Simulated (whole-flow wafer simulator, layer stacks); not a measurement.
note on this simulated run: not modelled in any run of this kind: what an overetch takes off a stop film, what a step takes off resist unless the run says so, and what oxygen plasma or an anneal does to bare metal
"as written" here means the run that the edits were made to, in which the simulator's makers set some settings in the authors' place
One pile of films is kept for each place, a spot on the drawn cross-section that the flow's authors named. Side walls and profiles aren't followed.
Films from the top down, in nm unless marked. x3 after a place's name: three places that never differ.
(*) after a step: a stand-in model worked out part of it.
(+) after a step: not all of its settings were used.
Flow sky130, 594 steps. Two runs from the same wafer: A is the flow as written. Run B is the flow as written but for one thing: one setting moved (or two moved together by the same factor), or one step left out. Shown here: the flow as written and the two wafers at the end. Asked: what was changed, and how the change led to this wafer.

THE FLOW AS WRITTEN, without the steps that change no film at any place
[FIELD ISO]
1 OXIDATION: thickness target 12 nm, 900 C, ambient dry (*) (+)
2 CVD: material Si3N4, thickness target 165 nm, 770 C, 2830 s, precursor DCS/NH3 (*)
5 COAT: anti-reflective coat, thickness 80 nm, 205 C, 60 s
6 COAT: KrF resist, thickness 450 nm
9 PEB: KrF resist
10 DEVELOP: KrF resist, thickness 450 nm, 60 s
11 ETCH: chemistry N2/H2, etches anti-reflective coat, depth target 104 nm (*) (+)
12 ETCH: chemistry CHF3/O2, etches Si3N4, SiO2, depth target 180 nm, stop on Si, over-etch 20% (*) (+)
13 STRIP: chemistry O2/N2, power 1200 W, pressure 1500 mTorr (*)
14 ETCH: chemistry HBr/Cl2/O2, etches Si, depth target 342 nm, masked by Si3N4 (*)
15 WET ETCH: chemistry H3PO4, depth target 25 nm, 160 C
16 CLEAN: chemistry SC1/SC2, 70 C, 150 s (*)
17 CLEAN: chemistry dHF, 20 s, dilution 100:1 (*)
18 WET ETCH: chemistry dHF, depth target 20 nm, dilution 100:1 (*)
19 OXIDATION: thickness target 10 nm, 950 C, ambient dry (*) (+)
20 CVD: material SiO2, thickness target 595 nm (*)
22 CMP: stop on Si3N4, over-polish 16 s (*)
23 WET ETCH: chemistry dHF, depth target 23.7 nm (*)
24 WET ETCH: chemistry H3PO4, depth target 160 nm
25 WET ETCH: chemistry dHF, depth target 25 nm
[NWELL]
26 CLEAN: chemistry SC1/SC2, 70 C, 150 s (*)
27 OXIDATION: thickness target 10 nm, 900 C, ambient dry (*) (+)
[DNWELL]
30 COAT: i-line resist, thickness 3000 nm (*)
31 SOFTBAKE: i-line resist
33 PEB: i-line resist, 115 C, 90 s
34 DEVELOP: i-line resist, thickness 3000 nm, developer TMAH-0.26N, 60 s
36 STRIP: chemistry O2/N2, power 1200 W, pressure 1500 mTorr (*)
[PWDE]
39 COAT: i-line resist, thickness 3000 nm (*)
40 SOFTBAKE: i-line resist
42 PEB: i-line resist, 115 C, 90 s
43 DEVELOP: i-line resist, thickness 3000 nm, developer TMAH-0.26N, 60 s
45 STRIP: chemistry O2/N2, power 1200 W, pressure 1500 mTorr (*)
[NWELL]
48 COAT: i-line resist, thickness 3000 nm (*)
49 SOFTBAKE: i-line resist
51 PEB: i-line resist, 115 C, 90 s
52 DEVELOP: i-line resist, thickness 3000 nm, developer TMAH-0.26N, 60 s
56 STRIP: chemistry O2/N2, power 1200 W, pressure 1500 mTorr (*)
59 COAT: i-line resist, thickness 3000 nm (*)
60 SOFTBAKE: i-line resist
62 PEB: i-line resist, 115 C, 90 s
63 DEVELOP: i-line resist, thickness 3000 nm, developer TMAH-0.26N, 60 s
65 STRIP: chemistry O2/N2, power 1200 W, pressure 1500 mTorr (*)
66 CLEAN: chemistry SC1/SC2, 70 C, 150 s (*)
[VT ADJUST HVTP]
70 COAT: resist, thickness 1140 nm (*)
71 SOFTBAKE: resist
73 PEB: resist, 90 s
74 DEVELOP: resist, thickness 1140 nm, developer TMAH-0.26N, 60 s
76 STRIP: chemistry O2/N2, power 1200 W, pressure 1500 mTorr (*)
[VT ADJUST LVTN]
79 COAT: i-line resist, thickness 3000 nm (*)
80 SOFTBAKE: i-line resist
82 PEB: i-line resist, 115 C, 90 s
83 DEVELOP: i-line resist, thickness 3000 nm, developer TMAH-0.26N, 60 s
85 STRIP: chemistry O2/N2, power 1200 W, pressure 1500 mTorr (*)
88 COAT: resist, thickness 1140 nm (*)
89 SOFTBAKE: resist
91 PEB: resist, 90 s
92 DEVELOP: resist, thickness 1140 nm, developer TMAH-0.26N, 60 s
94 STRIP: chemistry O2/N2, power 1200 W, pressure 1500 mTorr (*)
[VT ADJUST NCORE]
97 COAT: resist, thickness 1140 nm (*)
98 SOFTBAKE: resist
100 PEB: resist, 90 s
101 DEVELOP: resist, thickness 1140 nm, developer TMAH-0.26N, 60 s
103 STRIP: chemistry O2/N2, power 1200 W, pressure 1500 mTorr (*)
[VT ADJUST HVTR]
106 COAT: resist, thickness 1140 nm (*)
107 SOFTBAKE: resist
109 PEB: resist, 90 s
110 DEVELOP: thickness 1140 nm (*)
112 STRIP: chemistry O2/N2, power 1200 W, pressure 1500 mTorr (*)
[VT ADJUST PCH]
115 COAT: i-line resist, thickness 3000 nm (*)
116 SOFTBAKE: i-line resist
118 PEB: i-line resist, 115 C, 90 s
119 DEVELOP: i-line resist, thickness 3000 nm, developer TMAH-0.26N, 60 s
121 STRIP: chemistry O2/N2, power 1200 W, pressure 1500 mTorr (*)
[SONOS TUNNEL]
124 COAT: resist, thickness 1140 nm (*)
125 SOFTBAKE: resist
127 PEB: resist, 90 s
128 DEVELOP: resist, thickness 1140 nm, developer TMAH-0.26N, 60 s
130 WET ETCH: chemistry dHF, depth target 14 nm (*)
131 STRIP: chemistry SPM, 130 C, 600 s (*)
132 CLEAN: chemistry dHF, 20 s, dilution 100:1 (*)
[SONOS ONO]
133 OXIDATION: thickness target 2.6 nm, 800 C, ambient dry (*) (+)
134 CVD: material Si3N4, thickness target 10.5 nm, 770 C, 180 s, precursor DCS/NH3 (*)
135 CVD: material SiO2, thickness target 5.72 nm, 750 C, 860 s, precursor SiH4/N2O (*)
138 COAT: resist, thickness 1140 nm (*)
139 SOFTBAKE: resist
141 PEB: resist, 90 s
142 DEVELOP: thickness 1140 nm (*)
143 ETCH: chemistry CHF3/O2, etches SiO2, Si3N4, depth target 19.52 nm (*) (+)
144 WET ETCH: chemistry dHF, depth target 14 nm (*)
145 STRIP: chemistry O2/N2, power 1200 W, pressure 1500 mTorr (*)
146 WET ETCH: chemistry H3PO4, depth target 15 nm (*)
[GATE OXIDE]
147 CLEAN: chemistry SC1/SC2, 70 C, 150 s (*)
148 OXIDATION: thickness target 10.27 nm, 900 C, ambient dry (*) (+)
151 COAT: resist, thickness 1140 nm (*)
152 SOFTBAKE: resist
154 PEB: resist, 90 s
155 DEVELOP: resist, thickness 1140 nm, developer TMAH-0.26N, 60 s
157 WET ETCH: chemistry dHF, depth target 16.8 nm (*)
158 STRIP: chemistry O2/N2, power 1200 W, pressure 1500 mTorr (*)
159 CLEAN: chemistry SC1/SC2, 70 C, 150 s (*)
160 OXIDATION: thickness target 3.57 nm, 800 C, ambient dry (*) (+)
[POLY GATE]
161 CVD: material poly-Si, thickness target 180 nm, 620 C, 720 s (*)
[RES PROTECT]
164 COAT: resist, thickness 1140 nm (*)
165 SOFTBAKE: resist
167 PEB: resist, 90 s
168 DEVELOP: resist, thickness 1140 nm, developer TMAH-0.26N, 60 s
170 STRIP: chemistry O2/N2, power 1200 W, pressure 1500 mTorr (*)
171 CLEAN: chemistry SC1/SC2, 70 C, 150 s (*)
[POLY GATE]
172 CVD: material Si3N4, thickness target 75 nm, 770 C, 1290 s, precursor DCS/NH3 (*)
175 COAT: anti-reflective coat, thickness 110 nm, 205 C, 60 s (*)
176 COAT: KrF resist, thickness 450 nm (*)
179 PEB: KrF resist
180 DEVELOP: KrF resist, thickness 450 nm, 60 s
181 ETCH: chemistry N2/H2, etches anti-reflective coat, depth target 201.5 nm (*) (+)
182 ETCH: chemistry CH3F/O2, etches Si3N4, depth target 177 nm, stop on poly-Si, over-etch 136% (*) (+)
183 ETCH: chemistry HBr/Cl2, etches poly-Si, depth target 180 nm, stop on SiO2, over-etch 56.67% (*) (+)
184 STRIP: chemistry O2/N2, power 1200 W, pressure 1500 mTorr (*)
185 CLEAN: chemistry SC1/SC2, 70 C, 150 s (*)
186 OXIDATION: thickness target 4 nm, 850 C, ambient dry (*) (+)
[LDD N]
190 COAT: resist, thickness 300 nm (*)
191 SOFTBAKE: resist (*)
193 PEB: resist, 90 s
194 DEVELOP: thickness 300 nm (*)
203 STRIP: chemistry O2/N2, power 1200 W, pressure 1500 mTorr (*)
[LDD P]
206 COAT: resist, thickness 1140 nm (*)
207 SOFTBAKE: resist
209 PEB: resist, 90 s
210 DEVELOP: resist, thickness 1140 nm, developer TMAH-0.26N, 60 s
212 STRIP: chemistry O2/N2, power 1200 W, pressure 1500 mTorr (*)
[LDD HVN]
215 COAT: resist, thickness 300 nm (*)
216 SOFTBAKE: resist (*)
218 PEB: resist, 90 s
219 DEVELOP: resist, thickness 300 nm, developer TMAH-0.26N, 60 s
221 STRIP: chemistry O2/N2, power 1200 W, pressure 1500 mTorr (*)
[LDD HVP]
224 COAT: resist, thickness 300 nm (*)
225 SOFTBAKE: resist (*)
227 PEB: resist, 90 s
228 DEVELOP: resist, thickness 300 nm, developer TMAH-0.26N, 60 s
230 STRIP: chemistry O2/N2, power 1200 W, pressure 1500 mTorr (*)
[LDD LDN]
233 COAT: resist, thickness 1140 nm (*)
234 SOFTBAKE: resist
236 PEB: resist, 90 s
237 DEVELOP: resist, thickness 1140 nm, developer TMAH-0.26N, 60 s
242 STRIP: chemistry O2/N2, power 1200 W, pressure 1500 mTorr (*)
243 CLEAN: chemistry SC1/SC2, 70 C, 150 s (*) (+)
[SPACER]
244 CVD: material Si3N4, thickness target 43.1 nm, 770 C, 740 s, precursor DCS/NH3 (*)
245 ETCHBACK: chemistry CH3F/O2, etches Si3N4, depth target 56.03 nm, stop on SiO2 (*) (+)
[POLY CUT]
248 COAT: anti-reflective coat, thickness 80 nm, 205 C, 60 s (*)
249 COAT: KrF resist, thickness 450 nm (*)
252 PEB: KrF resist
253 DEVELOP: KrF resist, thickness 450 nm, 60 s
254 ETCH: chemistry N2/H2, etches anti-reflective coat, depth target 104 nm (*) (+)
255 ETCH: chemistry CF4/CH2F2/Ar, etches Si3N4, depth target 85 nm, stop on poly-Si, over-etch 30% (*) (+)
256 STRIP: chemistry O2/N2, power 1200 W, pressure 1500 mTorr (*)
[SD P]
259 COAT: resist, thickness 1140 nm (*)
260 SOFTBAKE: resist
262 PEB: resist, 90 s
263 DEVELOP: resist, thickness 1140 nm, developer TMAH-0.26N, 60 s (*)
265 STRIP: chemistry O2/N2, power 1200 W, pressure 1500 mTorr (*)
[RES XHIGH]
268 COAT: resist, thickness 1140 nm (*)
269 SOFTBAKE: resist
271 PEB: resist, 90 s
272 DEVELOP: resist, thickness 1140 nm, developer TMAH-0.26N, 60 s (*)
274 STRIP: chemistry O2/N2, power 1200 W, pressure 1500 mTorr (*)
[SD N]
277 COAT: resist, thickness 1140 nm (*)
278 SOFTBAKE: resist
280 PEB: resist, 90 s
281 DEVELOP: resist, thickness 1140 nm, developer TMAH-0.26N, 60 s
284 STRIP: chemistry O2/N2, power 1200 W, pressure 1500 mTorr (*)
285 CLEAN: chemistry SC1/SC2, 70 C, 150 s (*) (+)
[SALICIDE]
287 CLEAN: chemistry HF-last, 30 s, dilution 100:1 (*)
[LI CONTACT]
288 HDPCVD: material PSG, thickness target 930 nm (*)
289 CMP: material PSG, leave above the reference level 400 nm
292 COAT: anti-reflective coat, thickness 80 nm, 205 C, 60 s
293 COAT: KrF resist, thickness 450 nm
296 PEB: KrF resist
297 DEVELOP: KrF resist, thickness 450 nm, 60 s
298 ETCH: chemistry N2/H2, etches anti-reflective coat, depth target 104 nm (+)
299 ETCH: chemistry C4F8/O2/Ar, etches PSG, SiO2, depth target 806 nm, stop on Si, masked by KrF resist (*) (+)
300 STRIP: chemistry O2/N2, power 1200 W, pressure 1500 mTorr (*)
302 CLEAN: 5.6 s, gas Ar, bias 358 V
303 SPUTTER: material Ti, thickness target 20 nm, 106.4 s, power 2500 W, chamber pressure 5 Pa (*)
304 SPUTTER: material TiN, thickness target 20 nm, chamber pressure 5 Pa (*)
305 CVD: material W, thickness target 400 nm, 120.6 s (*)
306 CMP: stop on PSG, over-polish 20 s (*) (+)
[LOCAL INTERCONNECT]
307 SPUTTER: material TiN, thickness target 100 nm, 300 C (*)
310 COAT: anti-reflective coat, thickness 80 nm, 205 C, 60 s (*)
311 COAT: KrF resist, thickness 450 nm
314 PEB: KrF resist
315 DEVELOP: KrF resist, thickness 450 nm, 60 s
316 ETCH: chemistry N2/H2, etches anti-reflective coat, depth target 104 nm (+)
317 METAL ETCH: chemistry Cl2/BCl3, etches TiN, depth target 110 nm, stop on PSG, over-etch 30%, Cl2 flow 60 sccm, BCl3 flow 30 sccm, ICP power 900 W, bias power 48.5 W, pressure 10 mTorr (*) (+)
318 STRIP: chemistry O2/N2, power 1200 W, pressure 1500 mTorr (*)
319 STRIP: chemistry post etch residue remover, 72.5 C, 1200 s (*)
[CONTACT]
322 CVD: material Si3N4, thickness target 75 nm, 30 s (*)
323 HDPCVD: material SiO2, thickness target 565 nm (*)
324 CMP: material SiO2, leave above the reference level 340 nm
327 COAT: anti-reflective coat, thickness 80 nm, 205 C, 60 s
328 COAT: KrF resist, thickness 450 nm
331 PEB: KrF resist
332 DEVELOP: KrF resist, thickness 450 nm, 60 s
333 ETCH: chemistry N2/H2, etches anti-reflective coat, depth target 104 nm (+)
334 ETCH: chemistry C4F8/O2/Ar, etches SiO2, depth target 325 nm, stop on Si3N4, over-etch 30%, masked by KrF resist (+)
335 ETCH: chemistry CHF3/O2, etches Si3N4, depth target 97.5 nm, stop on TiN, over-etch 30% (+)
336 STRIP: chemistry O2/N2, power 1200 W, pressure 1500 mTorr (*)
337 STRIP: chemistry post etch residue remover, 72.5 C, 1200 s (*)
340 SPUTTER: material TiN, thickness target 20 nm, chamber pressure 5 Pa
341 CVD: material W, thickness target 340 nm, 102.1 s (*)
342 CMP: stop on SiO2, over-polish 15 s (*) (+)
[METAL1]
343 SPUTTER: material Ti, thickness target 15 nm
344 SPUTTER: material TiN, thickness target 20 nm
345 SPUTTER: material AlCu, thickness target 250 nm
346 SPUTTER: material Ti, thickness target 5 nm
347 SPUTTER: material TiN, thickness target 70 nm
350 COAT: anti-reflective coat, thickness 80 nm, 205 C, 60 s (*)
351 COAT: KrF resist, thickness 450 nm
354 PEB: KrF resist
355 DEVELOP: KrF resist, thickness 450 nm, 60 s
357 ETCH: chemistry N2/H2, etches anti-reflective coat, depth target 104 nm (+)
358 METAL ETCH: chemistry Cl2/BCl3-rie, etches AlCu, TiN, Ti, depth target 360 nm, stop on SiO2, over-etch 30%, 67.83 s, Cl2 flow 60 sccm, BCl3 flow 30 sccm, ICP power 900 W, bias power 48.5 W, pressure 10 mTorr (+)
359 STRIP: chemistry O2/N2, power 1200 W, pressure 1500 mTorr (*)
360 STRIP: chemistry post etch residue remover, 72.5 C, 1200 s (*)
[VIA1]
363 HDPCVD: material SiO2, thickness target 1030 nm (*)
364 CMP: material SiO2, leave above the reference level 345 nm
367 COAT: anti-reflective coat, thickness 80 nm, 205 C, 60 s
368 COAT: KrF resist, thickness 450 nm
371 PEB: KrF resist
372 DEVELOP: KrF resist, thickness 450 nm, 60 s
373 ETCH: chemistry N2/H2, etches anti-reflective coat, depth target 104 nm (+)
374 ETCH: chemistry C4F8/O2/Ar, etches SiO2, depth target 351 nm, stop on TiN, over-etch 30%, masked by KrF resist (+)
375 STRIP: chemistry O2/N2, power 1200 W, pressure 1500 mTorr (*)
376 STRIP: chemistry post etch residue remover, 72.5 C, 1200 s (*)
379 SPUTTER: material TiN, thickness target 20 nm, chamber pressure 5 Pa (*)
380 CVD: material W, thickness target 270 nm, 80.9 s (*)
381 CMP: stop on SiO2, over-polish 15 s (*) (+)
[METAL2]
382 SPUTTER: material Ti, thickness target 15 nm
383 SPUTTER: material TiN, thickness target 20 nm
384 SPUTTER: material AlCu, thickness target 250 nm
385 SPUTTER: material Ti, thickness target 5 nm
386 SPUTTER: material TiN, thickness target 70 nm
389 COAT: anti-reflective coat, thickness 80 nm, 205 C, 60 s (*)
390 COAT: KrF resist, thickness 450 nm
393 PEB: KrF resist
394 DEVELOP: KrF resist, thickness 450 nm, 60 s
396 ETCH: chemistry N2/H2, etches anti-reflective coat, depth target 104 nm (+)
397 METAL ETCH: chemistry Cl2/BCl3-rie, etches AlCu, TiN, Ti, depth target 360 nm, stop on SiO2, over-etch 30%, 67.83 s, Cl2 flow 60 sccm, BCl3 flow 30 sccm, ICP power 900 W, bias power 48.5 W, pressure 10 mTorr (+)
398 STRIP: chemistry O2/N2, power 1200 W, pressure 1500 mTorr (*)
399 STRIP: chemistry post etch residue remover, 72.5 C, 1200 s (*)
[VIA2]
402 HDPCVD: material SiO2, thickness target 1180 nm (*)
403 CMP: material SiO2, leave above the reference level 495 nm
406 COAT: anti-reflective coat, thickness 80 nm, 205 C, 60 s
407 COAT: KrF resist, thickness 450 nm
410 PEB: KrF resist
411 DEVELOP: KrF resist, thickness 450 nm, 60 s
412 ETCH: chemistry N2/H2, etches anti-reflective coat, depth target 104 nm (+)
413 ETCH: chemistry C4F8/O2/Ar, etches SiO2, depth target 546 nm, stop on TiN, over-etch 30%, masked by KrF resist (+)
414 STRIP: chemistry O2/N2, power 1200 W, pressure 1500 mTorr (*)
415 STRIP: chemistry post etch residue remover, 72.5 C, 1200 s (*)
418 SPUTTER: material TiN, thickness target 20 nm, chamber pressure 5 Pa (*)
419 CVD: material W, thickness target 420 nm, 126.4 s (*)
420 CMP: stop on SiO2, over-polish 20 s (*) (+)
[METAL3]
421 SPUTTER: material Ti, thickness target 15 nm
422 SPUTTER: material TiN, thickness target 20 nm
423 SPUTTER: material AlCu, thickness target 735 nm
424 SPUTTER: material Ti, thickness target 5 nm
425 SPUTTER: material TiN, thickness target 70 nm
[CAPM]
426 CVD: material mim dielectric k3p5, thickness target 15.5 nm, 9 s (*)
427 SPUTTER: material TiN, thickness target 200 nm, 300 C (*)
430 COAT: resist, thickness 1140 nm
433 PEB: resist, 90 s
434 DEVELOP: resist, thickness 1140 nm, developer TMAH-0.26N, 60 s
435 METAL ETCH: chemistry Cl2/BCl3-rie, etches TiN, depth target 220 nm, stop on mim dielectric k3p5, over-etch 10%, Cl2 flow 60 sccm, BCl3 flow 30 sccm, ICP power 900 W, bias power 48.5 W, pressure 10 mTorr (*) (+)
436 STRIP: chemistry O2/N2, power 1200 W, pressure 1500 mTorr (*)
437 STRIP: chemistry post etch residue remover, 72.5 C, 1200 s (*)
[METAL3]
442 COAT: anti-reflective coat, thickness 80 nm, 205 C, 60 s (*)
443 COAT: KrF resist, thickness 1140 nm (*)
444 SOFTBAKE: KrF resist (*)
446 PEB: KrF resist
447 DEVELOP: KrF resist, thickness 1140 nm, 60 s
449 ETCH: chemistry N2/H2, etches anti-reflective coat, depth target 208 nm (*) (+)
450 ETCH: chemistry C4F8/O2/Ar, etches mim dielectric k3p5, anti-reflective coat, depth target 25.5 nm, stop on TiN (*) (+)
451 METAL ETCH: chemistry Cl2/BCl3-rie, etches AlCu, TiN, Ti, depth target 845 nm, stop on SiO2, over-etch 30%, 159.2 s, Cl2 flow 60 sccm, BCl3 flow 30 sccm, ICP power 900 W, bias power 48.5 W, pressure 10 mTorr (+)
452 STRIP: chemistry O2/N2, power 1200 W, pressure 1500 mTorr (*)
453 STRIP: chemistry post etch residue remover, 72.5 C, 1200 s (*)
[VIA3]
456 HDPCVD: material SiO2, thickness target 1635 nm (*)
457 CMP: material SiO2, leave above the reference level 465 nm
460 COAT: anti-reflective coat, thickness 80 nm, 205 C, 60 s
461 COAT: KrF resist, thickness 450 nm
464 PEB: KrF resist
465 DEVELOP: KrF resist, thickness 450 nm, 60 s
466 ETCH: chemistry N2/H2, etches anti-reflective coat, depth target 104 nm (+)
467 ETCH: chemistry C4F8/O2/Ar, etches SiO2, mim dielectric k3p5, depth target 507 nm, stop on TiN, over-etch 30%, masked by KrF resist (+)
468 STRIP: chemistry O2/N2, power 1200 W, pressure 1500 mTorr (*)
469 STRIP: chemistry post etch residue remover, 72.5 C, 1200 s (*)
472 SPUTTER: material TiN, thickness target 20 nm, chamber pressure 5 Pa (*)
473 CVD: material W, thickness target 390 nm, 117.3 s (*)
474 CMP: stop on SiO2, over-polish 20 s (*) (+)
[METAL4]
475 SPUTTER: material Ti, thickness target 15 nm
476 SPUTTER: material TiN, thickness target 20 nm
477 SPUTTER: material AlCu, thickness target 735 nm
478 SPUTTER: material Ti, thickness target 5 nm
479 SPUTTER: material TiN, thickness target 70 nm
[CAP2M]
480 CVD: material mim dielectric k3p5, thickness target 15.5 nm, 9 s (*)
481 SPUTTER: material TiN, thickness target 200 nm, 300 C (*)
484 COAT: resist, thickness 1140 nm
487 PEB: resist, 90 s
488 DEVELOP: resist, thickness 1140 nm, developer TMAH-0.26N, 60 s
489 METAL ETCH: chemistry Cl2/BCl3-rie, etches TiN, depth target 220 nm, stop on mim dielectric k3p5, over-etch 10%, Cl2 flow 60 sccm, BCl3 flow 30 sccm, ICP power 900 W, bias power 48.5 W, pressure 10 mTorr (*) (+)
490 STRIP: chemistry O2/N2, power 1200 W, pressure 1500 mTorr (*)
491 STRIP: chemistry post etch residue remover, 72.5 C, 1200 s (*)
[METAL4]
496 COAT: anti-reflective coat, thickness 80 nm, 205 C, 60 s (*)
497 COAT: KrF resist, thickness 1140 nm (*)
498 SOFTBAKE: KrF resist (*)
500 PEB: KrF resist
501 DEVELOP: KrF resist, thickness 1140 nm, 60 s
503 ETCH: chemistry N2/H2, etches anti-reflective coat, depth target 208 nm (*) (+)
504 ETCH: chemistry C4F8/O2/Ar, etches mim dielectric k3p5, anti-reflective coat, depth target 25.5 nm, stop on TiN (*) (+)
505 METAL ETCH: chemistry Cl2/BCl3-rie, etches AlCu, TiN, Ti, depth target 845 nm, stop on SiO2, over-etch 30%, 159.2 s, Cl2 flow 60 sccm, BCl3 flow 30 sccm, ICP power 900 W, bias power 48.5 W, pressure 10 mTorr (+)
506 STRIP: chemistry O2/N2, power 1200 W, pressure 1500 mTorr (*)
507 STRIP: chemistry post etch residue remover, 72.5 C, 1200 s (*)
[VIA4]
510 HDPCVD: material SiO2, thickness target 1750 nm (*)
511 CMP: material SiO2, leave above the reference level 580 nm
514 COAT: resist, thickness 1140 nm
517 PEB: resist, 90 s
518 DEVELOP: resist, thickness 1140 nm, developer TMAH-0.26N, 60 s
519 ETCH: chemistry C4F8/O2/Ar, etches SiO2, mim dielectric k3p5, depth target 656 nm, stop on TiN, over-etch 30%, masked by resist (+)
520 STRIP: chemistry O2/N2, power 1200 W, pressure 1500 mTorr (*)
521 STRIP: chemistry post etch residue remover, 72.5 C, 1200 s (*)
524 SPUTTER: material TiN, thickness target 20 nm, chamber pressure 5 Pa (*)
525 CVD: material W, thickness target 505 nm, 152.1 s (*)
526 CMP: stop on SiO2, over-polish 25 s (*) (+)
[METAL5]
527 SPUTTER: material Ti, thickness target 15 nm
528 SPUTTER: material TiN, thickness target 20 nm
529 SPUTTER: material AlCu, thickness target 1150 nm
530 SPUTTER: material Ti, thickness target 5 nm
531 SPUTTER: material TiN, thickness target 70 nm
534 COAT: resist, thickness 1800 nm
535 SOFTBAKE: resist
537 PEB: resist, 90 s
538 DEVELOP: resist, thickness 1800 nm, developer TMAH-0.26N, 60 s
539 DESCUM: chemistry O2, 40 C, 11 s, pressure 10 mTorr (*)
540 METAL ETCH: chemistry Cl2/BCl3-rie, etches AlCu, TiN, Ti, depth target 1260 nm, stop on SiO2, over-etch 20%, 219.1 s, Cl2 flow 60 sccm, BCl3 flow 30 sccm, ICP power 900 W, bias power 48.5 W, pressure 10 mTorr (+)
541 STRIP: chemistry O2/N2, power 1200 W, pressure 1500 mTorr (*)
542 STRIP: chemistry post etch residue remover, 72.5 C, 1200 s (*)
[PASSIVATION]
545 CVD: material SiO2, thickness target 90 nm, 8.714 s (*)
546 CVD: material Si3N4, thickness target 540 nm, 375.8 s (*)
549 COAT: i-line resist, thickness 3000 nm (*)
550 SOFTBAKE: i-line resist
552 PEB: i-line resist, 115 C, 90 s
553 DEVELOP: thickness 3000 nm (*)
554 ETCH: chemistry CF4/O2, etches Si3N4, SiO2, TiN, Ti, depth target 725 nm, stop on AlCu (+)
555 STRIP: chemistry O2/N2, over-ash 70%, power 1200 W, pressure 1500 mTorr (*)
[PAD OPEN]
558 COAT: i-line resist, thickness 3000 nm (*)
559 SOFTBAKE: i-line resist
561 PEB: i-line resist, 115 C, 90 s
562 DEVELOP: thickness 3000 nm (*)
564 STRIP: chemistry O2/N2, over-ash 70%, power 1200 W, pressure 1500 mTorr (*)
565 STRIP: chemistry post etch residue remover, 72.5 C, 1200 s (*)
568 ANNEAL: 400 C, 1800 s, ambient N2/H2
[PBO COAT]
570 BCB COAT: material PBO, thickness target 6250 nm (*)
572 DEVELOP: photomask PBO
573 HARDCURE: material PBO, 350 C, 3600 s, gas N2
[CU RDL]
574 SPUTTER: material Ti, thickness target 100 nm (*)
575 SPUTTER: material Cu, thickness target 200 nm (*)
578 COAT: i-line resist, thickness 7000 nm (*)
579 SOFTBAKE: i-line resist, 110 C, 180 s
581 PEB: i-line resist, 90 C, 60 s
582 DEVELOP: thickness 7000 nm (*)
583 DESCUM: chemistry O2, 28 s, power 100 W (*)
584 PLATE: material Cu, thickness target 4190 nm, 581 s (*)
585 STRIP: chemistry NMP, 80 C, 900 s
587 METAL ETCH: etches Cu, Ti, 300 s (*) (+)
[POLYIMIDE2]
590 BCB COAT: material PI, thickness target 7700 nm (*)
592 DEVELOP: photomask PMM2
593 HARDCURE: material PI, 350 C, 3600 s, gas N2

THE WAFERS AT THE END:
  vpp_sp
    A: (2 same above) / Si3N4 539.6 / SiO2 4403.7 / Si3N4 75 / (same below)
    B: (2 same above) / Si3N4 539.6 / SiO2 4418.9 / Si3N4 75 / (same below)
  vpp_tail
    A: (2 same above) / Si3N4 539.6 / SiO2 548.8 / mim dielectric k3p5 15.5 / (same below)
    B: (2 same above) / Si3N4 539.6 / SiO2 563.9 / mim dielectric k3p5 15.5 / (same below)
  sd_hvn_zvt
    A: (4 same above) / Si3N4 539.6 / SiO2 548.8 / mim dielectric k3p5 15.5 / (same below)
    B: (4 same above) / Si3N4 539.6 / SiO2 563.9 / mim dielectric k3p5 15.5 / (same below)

The cause: step 540, METAL ETCH: depth target 1134 nm was run, where the flow has depth target 1260 nm.

How the change led to this, step by step:
  540 METAL ETCH: chemistry Cl2/BCl3-rie, etches AlCu, TiN, Ti, depth target 1260 nm, stop on SiO2, over-etch 20%, 219.1 s, Cl2 flow 60 sccm, BCl3 flow 30 sccm, ICP power 900 W, bias power 48.5 W, pressure 10 mTorr (+)
      field, active, gate and 175 more: A TiN -70 (all of it), Ti -5 (all of it), AlCu -1150 (all of it), TiN -20 (all of it), Ti -15 (all of it), SiO2 -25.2 | B TiN -70 (all of it), Ti -5 (all of it), AlCu -1150 (all of it), TiN -20 (all of it), Ti -15 (all of it), SiO2 -10.1
      n_well, p_well, sd_n and 12 more: A resist -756 | B resist -680.4
  541 STRIP: chemistry O2/N2, power 1200 W, pressure 1500 mTorr (*)
      n_well, p_well, sd_n and 9 more: A resist -926.4 (all of it) | B resist -1002 (all of it)
      m1: A resist -928.4 (all of it) | B resist -1004 (all of it)
      (and at 2 more places)
  552 PEB: i-line resist, 115 C, 90 s
      iso_guard__w2: A i-line resist -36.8 | B i-line resist -36
  561 PEB: i-line resist, 115 C, 90 s
      iso_guard__w2: A i-line resist -36.8 | B i-line resist -36
  578 COAT: i-line resist, thickness 7000 nm (*)
      pad: A i-line resist +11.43 um (new film) | B i-line resist +11.45 um (new film)
  582 DEVELOP: thickness 7000 nm (*)
      pad: A i-line resist -11.43 um (all of it) | B i-line resist -11.45 um (all of it)
